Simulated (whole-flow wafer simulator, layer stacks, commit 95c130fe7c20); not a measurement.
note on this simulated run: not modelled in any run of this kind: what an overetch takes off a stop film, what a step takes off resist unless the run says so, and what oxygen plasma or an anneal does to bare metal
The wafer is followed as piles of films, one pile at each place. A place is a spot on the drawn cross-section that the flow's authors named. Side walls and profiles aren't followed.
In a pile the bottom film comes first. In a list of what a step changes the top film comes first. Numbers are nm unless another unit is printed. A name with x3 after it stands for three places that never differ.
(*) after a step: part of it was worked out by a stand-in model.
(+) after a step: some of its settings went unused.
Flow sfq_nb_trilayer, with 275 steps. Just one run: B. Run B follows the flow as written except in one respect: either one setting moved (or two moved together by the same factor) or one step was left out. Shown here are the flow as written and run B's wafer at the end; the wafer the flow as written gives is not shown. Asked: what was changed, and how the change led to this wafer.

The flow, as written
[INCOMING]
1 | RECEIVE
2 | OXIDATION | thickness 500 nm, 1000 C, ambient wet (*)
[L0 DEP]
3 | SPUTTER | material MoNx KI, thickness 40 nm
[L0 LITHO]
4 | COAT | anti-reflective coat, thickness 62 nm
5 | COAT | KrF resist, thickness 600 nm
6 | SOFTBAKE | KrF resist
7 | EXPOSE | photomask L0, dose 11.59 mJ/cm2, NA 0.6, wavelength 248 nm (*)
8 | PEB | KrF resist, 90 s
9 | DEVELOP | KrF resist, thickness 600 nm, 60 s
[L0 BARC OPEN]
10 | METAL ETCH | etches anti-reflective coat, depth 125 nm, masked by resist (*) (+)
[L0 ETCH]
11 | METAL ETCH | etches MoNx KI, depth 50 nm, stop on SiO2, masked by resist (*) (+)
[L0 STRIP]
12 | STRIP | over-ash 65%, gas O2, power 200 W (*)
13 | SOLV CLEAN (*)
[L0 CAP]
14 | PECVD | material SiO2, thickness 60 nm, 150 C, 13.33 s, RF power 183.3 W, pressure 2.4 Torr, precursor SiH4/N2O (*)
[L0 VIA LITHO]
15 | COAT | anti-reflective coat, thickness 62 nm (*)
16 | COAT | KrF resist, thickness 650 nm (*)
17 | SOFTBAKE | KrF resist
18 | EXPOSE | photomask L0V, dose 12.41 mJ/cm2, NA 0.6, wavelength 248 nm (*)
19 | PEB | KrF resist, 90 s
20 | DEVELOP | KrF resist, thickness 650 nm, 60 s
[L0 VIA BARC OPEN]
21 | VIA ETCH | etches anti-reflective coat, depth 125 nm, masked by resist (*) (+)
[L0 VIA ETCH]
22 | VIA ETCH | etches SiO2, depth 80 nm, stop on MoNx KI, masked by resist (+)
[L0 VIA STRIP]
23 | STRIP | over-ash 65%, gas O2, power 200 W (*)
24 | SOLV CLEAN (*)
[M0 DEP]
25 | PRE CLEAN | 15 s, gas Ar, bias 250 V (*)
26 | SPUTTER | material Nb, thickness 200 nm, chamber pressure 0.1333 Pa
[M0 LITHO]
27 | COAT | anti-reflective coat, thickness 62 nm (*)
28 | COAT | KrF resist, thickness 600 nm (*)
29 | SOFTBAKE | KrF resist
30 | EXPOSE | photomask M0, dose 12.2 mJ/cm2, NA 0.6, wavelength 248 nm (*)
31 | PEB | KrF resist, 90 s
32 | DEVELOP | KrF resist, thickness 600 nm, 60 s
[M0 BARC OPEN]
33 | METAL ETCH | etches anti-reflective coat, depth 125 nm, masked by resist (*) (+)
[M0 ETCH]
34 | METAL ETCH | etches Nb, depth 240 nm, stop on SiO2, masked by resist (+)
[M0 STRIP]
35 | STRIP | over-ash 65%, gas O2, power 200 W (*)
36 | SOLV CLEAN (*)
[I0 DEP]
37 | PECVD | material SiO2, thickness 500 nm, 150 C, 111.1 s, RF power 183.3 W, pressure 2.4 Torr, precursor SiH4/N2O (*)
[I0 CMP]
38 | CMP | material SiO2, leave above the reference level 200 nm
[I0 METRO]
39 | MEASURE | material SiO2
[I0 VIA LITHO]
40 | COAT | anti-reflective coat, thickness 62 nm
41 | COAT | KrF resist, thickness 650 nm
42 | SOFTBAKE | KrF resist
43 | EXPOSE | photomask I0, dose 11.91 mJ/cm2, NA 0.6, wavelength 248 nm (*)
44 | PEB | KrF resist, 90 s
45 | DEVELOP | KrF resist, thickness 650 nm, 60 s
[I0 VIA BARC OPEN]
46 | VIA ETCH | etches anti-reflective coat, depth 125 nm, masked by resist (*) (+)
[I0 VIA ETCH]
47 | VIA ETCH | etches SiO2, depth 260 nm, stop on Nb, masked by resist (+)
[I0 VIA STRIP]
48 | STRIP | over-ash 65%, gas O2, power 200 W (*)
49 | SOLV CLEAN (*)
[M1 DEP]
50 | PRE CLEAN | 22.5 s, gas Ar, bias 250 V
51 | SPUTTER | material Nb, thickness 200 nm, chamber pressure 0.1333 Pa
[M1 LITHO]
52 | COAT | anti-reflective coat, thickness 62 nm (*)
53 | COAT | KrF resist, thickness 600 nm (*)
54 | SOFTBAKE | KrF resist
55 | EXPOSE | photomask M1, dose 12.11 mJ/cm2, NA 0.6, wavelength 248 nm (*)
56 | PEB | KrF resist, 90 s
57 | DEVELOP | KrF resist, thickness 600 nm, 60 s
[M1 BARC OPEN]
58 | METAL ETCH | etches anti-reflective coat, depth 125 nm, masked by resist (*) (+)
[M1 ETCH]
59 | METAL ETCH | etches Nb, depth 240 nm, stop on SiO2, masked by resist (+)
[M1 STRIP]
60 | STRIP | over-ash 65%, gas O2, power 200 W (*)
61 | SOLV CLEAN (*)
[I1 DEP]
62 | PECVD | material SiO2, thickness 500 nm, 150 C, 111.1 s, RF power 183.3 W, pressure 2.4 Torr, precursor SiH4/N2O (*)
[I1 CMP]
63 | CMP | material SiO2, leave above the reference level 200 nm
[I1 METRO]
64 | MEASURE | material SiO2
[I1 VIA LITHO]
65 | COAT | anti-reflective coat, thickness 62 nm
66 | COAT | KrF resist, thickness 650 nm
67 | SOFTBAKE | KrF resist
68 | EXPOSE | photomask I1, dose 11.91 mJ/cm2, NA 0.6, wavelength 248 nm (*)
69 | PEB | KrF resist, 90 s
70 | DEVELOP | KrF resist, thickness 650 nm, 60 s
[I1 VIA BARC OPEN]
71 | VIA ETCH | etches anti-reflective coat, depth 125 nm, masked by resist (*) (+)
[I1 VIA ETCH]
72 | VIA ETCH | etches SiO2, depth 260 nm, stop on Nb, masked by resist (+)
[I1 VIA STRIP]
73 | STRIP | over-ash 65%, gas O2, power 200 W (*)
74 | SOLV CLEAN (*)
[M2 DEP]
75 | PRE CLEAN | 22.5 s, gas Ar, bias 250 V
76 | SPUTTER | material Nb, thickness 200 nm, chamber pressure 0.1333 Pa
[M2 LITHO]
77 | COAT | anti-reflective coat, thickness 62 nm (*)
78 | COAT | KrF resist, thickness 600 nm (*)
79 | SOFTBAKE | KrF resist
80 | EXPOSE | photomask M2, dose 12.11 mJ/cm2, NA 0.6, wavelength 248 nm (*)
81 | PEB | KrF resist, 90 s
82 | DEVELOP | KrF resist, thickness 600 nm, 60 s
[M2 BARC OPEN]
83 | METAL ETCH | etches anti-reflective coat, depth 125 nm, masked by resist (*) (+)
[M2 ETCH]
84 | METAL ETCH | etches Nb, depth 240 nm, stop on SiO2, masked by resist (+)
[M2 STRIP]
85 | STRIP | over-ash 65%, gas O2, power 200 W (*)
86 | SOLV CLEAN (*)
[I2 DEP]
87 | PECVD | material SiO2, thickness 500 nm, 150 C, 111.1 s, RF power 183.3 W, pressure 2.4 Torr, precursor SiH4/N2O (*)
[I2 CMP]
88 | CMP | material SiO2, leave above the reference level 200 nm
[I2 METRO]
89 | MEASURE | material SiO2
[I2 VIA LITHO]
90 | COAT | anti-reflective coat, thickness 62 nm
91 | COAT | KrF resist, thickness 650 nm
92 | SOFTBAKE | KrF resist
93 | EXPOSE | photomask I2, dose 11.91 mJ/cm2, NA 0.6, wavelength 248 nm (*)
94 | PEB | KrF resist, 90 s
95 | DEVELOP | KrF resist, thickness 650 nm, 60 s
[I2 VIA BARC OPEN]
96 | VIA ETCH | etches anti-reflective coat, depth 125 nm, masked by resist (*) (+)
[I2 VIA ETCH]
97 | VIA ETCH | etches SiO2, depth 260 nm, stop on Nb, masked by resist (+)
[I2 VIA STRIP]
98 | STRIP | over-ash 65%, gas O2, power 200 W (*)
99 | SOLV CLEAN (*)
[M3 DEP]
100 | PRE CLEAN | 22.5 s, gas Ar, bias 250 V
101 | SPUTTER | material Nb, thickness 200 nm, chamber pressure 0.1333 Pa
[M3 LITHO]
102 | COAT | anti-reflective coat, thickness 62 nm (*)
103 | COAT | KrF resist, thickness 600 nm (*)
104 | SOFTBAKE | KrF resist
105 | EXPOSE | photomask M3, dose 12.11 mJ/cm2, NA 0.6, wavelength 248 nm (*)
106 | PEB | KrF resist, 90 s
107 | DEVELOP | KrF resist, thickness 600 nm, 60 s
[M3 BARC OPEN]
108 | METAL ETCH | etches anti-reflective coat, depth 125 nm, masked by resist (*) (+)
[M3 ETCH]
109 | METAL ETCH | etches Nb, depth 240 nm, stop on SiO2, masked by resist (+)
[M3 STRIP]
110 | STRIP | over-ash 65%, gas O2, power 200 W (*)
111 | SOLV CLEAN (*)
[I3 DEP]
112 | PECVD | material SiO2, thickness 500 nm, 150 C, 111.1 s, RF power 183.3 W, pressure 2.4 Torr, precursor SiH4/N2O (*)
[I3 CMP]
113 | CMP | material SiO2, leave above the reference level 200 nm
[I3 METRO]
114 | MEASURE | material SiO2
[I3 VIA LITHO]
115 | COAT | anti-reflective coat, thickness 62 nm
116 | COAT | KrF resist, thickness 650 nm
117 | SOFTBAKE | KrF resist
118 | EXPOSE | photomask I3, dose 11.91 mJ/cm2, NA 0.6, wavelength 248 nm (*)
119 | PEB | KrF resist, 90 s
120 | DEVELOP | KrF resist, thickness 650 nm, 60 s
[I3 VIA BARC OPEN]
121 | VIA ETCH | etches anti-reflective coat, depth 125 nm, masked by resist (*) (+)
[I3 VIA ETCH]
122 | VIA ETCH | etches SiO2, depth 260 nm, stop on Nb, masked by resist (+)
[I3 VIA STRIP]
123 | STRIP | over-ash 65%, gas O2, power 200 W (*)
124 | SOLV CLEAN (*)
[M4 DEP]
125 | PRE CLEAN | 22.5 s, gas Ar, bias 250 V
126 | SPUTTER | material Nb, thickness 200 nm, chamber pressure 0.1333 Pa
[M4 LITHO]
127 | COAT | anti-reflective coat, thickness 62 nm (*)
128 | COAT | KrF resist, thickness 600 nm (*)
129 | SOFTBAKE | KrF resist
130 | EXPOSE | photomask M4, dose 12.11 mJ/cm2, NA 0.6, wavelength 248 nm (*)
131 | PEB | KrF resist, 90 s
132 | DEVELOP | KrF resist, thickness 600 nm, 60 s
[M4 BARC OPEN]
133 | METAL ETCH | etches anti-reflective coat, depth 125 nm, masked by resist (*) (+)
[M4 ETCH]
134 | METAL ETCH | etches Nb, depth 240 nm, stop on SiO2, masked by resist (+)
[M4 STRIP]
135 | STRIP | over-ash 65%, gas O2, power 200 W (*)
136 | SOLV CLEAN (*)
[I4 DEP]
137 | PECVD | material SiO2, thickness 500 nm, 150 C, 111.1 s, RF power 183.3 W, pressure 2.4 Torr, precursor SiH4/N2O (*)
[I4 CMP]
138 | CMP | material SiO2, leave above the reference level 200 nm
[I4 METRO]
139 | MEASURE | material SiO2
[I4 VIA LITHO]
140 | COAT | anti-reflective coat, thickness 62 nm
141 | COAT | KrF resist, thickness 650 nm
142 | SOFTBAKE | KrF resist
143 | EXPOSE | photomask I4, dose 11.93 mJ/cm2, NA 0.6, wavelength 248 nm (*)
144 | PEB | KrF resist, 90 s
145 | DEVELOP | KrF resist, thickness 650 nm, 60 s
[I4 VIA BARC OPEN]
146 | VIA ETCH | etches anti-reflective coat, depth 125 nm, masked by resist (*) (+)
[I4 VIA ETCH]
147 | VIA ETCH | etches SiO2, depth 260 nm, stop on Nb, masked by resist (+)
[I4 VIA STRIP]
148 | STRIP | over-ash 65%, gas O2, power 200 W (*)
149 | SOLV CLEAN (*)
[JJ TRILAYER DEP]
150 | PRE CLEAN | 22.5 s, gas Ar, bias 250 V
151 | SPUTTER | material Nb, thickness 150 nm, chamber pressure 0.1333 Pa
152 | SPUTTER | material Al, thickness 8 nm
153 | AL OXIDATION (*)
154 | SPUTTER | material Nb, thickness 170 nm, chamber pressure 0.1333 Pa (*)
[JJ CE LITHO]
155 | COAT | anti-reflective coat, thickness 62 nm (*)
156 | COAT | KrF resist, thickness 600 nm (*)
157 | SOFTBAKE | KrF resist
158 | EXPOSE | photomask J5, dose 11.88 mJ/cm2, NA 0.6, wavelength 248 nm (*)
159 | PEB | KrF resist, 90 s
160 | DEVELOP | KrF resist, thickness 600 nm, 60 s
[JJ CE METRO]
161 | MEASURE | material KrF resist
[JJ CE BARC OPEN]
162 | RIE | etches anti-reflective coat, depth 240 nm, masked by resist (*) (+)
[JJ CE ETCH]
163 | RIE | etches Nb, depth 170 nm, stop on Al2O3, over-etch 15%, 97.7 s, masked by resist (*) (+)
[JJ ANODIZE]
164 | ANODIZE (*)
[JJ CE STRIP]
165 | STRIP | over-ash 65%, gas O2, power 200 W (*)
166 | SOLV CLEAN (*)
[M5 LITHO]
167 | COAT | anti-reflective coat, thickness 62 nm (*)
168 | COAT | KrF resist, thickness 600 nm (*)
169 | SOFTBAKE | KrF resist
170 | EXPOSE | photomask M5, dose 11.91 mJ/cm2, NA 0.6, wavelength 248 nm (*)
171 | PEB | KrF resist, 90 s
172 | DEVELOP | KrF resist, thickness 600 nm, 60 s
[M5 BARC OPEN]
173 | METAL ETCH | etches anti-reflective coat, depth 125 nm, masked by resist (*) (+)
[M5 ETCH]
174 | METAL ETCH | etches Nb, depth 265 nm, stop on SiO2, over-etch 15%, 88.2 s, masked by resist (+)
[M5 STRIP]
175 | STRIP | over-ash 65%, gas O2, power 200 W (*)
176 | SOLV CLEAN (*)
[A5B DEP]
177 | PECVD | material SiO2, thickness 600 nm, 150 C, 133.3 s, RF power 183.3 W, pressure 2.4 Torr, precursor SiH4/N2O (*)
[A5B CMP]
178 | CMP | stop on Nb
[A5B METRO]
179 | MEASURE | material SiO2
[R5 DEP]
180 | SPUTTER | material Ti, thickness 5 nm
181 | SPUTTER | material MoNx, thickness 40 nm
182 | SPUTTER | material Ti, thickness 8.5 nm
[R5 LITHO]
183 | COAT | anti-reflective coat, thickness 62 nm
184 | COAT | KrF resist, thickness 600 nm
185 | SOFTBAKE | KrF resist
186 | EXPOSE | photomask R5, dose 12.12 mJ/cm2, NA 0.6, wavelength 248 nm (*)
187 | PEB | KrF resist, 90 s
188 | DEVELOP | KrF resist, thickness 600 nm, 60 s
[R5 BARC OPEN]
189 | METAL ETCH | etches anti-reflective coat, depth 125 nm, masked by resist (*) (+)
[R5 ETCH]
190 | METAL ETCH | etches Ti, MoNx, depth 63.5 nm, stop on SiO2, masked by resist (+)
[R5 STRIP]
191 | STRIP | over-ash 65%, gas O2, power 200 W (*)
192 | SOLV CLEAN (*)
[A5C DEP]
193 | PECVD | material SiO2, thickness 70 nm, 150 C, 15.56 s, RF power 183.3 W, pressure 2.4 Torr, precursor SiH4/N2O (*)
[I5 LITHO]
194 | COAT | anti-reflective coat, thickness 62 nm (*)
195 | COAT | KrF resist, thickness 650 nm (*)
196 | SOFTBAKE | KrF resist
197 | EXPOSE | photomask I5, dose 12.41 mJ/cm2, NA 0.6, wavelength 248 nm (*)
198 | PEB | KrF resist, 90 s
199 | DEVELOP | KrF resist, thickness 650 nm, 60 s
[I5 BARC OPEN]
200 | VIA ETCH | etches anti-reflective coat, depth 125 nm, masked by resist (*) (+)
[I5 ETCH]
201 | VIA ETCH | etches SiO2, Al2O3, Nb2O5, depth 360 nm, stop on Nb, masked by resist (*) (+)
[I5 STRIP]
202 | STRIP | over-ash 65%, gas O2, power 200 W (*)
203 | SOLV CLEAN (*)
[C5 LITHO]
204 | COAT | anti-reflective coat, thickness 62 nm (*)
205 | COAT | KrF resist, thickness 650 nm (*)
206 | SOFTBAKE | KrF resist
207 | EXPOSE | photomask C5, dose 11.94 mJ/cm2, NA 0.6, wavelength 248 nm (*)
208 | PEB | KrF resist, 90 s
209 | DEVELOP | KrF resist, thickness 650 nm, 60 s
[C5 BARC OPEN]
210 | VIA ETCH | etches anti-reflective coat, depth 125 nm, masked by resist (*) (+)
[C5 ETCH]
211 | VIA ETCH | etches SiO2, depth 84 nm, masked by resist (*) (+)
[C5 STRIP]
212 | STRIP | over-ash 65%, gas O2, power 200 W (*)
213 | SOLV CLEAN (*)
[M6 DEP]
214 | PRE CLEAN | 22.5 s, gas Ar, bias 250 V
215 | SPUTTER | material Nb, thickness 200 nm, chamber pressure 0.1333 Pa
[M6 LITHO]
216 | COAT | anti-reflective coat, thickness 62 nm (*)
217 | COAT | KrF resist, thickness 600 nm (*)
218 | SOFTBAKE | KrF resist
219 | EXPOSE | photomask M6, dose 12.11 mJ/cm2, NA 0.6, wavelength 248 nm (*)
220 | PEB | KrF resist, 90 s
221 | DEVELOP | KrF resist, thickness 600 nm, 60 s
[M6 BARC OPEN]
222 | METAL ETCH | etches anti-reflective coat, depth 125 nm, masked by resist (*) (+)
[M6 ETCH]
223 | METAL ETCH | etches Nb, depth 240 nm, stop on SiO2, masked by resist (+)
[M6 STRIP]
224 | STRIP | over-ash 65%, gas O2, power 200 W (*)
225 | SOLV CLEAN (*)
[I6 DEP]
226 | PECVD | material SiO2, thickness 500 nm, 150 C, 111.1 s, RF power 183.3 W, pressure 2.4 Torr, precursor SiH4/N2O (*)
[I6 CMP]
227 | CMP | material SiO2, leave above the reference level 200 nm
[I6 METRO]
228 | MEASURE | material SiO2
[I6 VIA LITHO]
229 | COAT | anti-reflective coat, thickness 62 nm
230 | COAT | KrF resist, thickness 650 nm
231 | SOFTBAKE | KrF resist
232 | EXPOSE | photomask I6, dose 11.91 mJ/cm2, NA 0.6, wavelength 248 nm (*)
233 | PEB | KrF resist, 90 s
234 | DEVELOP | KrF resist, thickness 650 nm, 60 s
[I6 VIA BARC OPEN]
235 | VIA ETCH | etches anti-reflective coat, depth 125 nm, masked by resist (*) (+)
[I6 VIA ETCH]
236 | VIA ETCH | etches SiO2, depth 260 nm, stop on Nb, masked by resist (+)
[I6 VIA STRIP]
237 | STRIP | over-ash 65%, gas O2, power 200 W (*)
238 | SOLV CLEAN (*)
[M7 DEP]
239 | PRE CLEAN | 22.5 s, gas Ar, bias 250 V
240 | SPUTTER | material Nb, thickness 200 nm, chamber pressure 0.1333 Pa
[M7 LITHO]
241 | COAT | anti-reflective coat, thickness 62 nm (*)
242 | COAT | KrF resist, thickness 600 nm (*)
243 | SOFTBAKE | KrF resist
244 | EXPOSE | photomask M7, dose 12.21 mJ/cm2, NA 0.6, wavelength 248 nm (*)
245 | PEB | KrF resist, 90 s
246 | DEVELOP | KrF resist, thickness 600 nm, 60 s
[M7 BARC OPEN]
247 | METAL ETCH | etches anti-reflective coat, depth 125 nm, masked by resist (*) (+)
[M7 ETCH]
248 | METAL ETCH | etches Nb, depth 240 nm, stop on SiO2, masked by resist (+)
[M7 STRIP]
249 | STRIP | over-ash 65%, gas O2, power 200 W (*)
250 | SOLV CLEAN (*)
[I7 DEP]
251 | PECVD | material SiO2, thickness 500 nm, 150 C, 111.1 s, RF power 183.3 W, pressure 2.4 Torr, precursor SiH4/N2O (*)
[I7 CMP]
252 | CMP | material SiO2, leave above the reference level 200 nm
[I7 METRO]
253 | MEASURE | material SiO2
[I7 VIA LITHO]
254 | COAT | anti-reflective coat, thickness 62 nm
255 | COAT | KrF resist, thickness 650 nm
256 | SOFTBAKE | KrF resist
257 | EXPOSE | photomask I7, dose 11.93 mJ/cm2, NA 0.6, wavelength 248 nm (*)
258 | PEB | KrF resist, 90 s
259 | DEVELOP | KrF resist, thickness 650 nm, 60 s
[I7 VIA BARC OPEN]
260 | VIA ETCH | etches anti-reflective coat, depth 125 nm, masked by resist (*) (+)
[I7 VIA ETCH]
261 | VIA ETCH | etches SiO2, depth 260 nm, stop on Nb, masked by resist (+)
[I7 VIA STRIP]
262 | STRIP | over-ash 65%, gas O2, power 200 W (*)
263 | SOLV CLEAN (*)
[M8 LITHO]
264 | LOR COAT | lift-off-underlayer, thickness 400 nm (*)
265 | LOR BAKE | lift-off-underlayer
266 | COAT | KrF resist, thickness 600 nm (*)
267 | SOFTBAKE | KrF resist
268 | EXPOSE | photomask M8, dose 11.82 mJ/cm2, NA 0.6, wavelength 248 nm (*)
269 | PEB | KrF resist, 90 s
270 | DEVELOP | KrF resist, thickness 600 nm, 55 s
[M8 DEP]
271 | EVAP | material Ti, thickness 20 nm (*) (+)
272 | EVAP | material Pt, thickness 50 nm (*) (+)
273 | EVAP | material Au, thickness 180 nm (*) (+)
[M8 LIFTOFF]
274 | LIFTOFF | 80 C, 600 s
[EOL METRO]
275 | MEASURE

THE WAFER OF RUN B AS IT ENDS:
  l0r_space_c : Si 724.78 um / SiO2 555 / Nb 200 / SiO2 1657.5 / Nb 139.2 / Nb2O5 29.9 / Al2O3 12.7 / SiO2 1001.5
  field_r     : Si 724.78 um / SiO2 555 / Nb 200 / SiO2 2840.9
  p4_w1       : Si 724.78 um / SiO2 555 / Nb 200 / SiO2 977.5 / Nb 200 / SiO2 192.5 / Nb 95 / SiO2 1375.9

What caused this: step 126, SPUTTER: thickness 95 nm was run, whereas the flow has thickness 200 nm.
One can read it off the wafer: p4_w1 has Nb 95, and step 126 as written asks for 200 nm.

How this came from the change, step by step:
  126 | SPUTTER | material Nb, thickness 200 nm, chamber pressure 0.1333 Pa
      field_l, v_sur, via_wl and 102 more: +95 Nb (new film) (it would be, as written: +200 Nb (new film))
      via_v: +78.3 Nb (it would be, as written: +165.5 Nb)
  127 | COAT | anti-reflective coat, thickness 62 nm (*)
      via_v: +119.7 anti-reflective coat (new film) (it would be, as written: +124.8 anti-reflective coat (new film))
  134 | METAL ETCH | etches Nb, depth 240 nm, stop on SiO2, masked by resist (+)
      field_l, be, be_sur and 64 more: -95 Nb (all of it) (it would be, as written: -200 Nb (all of it))
      v_sur, via_wl, via_w and 36 more: -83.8 KrF resist (it would be, as written: -141.2 KrF resist)
  135 | STRIP | over-ash 65%, gas O2, power 200 W (*)
      p4_fl, p4_fm, p4_w1 and 26 more: -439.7 KrF resist (all of it), -62 anti-reflective coat (all of it) (it would be, as written: -382.4 KrF resist (all of it), -62 anti-reflective coat (all of it))
      ln_m5, lsp_m, ln_m6: -439.3 KrF resist (all of it), -61.8 anti-reflective coat (all of it) (it would be, as written: -381.9 KrF resist (all of it), -61.8 anti-reflective coat (all of it))
      (and at 7 other places as well)
  137 | PECVD | material SiO2, thickness 500 nm, 150 C, 111.1 s, RF power 183.3 W, pressure 2.4 Torr, precursor SiH4/N2O (*)
      p3_s0, p3_s1, p3_s2, p3_s3, p3_s4, p3_s5: +500 SiO2 (it would be, as written: +557.1 SiO2)
      via_v: +585.7 SiO2 (new film) (it would be, as written: +615 SiO2 (new film))
  138 | CMP | material SiO2, leave above the reference level 200 nm
      field_l, be, be_sur and 55 more: -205 SiO2 (it would be, as written: -100 SiO2)
      p3_s0, p3_s1, p3_s2, p3_s3, p3_s4, p3_s5: -205 SiO2 (it would be, as written: -157.1 SiO2)
      (and at 4 other places as well)
